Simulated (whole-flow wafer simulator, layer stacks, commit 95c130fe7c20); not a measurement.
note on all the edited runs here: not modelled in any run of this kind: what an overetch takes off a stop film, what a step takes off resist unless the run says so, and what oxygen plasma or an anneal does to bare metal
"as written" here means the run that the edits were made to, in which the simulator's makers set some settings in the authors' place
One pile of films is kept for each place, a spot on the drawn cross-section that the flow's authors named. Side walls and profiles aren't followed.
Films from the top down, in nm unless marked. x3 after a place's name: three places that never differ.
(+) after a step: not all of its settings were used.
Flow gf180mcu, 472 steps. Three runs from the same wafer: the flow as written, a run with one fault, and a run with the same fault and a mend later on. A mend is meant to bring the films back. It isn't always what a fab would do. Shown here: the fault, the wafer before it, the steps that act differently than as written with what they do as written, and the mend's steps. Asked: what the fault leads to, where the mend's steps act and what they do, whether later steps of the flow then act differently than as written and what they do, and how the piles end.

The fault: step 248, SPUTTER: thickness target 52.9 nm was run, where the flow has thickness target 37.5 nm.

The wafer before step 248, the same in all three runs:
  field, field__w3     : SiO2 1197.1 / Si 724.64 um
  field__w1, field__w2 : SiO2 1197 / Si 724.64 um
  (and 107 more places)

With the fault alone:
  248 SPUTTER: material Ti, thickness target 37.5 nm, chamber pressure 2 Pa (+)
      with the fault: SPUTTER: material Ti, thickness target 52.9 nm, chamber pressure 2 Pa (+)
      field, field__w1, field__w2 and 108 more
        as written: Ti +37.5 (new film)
        with the fault: Ti +52.9 (new film)
  Later steps of the flow that act differently than as written:
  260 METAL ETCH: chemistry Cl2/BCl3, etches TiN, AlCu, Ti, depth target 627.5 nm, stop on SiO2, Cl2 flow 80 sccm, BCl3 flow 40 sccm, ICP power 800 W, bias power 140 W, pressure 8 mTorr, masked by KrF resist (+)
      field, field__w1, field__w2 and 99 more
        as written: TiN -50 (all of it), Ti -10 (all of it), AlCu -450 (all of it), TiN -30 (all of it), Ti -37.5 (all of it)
        with the fault: TiN -50 (all of it), Ti -10 (all of it), AlCu -450 (all of it), TiN -30 (all of it), Ti -52.9 (all of it)
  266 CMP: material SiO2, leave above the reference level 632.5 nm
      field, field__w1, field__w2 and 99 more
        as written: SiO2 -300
        with the fault: SiO2 -284.6
  At the end the piles differ from the flow's by more than 2% or 0.5 nm, whichever is larger, at field__w8, contact, m1 and 6 more.
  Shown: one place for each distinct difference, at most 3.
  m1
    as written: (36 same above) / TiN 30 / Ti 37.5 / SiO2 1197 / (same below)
    with the fault: (36 same above) / TiN 30 / Ti 52.9 / SiO2 1197 / (same below)
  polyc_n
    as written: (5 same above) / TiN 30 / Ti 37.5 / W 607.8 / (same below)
    with the fault: (5 same above) / TiN 30 / Ti 52.9 / W 607.8 / (same below)
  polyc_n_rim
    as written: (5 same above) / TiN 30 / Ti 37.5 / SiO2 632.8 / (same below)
    with the fault: (5 same above) / TiN 30 / Ti 52.9 / SiO2 632.8 / (same below)

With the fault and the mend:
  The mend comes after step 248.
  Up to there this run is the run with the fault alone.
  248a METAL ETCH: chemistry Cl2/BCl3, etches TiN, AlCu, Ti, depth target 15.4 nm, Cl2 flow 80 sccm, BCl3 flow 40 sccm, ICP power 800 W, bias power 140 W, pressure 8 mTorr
      field, field__w1, field__w2 and 108 more
        Ti -15.4
  No later step of the flow acts differently than as written at any place that is followed.
  At the end the piles are the same as the flow's at every place that both follow.
